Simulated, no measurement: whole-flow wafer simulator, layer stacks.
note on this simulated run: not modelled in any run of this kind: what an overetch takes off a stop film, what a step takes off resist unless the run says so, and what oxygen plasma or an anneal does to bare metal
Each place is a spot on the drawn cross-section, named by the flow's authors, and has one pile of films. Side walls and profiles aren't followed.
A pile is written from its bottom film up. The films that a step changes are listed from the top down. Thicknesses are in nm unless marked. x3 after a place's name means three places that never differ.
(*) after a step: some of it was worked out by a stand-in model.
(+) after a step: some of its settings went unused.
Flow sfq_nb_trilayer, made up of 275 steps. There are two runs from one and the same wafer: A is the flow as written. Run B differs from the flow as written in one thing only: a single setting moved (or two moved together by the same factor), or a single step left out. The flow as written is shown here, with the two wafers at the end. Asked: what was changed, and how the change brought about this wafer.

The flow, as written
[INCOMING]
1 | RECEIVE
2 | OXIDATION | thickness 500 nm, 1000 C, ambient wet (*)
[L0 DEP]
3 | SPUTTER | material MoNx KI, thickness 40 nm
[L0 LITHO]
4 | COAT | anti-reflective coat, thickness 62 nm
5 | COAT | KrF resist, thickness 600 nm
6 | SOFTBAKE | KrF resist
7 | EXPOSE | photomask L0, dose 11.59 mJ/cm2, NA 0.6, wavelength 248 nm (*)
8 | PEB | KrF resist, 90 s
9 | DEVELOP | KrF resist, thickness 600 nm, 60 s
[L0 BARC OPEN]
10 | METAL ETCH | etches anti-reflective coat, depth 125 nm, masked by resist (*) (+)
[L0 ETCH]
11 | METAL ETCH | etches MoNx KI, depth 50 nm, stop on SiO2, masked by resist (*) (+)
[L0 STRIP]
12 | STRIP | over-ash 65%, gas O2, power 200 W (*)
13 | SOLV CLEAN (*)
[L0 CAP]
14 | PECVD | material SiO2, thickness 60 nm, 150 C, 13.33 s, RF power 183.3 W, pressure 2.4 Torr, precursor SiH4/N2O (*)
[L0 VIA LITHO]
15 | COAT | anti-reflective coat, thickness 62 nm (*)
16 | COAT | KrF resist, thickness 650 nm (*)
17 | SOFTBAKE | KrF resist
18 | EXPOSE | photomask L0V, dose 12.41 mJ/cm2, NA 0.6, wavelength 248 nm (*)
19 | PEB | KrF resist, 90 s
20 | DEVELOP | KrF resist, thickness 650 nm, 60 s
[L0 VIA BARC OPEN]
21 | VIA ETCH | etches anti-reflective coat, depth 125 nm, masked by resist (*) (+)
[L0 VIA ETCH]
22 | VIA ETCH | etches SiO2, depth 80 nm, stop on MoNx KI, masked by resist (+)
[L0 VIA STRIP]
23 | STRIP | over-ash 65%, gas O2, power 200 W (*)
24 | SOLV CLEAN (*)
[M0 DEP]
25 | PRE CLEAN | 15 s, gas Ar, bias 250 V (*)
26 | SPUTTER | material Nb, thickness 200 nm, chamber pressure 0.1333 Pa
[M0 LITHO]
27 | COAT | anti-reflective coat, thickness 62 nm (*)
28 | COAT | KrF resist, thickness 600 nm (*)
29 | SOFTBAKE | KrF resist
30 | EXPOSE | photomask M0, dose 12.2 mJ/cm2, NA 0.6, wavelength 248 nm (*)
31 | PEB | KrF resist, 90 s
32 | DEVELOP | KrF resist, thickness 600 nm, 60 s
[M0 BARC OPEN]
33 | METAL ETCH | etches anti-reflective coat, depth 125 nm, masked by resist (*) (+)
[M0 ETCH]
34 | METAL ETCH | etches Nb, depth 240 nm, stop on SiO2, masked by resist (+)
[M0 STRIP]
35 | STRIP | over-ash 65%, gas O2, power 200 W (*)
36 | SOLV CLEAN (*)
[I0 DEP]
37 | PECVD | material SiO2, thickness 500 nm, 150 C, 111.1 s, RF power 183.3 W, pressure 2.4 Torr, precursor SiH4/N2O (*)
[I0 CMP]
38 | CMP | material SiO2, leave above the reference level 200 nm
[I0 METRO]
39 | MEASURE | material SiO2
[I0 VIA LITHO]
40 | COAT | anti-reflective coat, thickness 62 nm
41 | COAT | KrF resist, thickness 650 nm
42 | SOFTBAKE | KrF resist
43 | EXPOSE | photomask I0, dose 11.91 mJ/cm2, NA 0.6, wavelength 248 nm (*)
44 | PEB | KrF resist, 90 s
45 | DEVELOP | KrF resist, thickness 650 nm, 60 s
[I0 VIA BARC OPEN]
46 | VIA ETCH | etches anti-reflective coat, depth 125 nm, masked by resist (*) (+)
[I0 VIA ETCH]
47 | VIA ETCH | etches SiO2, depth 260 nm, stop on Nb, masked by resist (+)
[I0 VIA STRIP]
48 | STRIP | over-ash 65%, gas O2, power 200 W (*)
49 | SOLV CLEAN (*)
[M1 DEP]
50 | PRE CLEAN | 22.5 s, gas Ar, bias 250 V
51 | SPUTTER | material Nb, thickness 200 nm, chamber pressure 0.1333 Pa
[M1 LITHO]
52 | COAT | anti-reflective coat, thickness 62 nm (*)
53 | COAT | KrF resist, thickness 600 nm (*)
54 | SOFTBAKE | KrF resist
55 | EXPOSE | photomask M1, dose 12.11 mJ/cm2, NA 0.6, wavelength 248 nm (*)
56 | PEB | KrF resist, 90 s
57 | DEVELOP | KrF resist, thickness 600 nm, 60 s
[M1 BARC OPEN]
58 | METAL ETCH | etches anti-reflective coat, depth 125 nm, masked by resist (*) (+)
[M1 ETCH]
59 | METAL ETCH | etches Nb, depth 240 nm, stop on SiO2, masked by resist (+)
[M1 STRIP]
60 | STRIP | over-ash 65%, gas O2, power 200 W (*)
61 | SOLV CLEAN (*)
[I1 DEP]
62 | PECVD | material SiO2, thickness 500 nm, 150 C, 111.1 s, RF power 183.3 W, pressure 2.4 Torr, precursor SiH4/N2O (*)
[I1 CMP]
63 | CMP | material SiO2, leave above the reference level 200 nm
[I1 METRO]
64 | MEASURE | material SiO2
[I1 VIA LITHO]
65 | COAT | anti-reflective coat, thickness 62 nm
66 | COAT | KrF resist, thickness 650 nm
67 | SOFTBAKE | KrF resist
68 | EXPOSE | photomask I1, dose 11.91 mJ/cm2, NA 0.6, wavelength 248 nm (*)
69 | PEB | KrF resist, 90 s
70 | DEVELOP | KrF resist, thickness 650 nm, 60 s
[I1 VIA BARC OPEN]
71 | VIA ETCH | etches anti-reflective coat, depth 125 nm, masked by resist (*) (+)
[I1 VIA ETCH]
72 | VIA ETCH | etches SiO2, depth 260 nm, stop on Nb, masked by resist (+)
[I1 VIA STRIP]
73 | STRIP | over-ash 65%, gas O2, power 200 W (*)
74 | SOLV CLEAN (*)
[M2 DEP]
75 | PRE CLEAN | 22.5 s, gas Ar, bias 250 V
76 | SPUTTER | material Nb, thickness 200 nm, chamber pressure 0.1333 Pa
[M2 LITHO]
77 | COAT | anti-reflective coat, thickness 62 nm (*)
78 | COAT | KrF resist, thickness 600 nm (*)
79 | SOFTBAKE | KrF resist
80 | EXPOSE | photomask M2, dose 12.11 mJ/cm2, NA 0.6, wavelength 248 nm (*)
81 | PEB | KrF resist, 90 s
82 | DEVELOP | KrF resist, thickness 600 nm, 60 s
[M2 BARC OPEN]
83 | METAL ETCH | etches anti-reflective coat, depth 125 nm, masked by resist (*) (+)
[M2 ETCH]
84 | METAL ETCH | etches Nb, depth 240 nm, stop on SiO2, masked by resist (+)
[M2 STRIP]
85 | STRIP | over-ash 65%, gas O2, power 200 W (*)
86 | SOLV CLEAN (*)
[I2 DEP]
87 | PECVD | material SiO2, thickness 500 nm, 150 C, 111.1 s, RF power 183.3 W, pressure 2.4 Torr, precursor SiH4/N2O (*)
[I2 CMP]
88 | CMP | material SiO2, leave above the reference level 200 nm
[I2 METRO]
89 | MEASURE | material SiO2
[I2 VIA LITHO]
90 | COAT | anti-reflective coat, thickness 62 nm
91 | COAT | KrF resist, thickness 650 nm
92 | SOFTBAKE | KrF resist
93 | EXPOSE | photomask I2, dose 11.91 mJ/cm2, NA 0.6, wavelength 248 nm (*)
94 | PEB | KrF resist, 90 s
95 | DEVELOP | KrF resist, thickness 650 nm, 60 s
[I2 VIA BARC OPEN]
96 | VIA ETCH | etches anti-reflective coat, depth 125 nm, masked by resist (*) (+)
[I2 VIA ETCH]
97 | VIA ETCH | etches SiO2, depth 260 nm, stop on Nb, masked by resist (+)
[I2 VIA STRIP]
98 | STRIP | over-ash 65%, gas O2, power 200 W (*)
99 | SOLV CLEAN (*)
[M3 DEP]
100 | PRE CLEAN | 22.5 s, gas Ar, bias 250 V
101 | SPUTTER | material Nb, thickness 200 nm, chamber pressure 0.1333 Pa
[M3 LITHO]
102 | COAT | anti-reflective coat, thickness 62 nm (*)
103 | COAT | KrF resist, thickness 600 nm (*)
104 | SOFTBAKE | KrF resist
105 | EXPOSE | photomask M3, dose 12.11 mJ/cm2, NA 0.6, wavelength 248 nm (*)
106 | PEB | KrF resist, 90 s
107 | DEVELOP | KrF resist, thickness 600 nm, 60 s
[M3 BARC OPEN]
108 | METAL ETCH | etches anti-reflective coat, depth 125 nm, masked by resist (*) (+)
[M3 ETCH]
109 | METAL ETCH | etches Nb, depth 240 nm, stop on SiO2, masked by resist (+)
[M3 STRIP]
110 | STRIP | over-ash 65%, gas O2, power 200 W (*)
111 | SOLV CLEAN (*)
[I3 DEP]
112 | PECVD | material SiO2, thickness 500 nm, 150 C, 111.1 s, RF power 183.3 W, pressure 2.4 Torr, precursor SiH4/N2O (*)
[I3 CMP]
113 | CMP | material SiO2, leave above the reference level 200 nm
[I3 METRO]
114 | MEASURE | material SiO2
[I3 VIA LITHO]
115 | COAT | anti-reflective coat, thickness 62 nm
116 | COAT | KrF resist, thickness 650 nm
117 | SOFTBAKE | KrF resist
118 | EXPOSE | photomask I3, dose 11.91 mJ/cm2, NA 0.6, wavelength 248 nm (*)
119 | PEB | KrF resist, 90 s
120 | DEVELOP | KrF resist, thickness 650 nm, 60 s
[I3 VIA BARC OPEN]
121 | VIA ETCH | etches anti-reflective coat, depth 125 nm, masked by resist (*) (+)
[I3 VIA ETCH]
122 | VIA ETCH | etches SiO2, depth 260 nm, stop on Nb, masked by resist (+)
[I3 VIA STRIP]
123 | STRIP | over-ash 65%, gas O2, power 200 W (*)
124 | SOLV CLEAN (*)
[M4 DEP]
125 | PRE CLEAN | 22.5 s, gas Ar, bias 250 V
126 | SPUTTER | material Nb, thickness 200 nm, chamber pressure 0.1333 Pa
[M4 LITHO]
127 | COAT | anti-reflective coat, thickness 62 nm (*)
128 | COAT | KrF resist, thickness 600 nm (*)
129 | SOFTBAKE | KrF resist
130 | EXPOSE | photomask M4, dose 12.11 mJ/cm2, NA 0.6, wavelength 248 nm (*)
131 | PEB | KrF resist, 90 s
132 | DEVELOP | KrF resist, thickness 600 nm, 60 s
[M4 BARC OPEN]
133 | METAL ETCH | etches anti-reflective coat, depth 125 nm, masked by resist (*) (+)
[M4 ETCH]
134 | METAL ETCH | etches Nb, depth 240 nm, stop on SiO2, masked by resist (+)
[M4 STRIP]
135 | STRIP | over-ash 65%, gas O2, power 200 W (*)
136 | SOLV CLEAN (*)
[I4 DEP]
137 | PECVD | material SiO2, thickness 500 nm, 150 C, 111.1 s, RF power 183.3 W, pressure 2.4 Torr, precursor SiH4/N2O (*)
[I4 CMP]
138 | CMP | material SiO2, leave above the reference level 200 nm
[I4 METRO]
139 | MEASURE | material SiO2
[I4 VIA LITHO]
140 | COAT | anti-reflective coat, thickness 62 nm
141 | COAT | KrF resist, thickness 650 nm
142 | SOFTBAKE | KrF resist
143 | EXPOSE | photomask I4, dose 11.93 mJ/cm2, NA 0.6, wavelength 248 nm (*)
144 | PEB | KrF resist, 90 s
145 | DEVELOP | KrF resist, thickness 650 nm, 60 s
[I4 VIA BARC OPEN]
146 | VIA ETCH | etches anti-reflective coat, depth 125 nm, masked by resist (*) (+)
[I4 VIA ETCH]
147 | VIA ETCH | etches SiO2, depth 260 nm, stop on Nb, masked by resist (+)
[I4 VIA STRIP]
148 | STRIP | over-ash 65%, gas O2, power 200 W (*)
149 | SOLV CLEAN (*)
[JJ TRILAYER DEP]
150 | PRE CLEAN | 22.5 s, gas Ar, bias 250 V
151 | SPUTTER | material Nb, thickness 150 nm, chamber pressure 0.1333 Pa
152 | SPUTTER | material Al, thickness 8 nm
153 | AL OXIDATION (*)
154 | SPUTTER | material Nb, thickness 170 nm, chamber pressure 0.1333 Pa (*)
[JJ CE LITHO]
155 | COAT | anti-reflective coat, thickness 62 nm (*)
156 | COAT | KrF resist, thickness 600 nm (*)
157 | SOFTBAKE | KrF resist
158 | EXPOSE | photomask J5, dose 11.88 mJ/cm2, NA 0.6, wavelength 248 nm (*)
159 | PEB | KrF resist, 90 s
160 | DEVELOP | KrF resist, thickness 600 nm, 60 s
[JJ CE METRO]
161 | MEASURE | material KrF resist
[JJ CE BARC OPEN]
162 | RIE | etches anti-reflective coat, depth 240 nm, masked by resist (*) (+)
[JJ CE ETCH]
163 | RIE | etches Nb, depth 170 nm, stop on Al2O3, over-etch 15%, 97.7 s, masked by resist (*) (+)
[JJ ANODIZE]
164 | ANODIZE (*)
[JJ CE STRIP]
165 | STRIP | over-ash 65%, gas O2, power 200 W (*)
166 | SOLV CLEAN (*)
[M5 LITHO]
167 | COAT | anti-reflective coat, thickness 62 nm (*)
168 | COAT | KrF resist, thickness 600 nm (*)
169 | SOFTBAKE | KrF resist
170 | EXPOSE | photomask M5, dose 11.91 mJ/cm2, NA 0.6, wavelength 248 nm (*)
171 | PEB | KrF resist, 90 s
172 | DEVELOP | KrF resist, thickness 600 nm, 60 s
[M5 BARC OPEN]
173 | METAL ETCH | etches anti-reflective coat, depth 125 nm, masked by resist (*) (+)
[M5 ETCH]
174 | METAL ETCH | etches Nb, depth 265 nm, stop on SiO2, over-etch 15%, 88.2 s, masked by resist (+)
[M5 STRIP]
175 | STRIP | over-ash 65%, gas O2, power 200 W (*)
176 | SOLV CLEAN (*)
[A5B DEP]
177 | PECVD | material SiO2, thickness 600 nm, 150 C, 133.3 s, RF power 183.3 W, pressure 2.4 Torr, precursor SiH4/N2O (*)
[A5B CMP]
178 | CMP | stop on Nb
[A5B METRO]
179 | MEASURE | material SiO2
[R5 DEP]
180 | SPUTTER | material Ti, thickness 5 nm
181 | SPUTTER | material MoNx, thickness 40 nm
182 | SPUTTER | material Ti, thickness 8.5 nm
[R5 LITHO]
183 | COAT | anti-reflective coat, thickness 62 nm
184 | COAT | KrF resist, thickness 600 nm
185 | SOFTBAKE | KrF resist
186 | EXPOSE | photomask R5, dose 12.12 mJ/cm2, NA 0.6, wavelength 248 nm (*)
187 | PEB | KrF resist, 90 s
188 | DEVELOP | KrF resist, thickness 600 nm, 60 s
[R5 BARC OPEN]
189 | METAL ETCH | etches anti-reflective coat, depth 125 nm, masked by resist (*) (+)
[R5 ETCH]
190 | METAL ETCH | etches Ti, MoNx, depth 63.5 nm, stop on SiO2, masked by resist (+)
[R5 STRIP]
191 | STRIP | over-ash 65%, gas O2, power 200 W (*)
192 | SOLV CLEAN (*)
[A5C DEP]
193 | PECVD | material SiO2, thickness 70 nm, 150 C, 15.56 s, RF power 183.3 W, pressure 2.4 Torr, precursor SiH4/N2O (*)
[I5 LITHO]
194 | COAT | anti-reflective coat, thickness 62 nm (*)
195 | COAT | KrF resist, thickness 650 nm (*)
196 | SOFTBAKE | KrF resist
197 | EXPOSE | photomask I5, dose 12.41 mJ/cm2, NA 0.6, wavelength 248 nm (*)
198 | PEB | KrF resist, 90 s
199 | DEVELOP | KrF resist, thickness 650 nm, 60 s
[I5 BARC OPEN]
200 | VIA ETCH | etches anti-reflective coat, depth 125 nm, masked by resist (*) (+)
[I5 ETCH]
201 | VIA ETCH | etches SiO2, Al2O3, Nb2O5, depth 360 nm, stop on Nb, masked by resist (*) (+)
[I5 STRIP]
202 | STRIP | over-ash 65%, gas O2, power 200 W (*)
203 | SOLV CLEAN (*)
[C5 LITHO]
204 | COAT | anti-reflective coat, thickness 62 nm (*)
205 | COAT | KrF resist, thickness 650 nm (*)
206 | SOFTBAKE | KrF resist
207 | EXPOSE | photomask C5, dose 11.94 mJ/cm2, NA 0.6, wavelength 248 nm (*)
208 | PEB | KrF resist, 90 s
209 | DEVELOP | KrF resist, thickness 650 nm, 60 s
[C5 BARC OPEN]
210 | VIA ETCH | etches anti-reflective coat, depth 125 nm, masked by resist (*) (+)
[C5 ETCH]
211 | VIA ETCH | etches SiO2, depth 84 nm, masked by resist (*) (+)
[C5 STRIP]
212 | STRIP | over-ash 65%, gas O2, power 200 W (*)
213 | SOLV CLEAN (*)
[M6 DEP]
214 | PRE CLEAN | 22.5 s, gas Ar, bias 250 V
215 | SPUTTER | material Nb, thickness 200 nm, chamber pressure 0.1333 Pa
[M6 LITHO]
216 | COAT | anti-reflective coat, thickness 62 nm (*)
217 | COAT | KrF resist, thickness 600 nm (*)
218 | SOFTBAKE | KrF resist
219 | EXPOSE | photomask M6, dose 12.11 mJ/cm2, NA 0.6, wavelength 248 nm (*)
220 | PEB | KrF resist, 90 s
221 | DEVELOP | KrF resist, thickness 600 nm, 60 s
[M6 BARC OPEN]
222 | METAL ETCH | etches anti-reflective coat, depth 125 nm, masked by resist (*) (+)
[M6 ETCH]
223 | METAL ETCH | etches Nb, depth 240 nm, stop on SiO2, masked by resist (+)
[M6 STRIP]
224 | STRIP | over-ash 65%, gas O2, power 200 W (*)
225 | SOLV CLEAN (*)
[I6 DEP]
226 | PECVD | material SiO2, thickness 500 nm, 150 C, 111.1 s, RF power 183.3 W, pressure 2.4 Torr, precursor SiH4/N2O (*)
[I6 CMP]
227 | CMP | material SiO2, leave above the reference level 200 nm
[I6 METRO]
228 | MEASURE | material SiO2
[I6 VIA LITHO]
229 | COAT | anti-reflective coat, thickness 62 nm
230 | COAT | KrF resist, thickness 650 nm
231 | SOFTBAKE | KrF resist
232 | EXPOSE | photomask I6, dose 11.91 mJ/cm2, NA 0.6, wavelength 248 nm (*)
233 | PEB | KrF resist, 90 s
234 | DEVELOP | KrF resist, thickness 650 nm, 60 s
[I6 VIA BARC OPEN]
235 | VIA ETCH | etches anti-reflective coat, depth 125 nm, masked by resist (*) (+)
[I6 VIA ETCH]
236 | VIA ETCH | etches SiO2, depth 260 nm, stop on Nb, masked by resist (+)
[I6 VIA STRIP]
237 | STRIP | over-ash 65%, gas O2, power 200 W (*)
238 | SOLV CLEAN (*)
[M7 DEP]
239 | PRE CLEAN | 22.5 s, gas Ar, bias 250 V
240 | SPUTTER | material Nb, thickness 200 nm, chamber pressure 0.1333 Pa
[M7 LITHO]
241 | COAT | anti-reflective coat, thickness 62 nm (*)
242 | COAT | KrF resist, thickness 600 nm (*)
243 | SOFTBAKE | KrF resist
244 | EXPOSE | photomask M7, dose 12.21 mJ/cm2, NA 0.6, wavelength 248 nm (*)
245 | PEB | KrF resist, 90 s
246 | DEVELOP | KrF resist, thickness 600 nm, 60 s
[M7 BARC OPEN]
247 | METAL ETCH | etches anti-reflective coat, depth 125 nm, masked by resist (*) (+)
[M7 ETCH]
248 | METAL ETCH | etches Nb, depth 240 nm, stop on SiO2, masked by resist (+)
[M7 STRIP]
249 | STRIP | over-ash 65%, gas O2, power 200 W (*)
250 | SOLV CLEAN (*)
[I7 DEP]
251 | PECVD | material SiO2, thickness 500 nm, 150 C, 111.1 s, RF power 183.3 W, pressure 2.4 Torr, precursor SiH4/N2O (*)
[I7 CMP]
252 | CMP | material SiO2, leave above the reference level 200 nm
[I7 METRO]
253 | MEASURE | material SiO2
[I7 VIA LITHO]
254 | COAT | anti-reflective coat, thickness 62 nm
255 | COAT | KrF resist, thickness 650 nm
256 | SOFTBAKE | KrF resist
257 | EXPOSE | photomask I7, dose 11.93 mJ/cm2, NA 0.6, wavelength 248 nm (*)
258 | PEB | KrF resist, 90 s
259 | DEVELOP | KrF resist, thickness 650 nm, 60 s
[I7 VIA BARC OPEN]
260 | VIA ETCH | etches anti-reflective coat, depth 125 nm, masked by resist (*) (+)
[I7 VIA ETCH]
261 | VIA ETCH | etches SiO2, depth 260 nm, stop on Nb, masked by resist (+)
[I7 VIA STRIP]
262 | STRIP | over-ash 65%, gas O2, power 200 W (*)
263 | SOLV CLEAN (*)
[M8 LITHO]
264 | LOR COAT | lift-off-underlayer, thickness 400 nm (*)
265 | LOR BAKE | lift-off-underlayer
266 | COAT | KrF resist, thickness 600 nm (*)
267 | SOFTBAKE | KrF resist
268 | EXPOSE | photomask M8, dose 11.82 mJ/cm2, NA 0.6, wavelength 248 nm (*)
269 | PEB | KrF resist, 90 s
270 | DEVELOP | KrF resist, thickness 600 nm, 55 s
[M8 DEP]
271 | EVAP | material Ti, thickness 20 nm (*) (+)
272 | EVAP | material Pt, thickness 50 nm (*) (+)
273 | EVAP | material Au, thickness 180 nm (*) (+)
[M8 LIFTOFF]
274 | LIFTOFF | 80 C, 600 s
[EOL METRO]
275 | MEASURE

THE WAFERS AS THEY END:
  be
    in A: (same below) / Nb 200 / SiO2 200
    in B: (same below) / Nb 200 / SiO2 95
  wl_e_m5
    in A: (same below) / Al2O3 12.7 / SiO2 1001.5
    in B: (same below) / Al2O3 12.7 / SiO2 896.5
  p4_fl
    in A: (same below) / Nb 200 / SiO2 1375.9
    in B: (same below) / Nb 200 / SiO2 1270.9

Cause: step 252, CMP: leave above the reference level 95 nm was run, whereas the flow has leave above the reference level 200 nm.
The wafer itself shows it: be has SiO2 95, and step 252 as written asks for 200 nm.

How this came from the change, step by step:
  252 | CMP | material SiO2, leave above the reference level 200 nm
      field_l, p4_fl, p4_fm and 56 more: A -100 SiO2 | B -205 SiO2
      v_sur, via_wl, via_w and 37 more: A -300 SiO2 | B -405 SiO2
      (as well as at 7 more places)
  261 | VIA ETCH | etches SiO2, depth 260 nm, stop on Nb, masked by resist (+)
      field_l, v_sur, via_sp and 100 more: A -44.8 KrF resist | B -24.5 KrF resist
      via_wl, via_w, via_wr: A -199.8 SiO2 (all of it) | B -94.8 SiO2 (all of it)
  262 | STRIP | over-ash 65%, gas O2, power 200 W (*)
      field_l, v_sur, via_sp and 100 more: A -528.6 KrF resist (all of it), -62 anti-reflective coat (all of it) | B -548.9 KrF resist (all of it), -62 anti-reflective coat (all of it)
  264 | LOR COAT | lift-off-underlayer, thickness 400 nm (*)
      via_wl, via_wr: A +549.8 lift-off-underlayer (new film) | B +471.1 lift-off-underlayer (new film)
      v_sur: A +369.4 lift-off-underlayer (new film) | B +385.5 lift-off-underlayer (new film)
      (as well as at 2 more places)
  266 | COAT | KrF resist, thickness 600 nm (*)
      via_wl: A +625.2 KrF resist (new film) | B +612 KrF resist (new film)
      via_w: A +636.8 KrF resist (new film) | B +617.5 KrF resist (new film)
      (as well as at 1 more place)
  270 | DEVELOP | KrF resist, thickness 600 nm, 55 s
      v_sur: A -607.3 KrF resist (all of it), -369.4 lift-off-underlayer (all of it) | B -602.8 KrF resist (all of it), -385.5 lift-off-underlayer (all of it)
      via_wl: A -623.9 KrF resist (all of it), -549.8 lift-off-underlayer (all of it) | B -610.7 KrF resist (all of it), -471.1 lift-off-underlayer (all of it)
      (as well as at 3 more places)
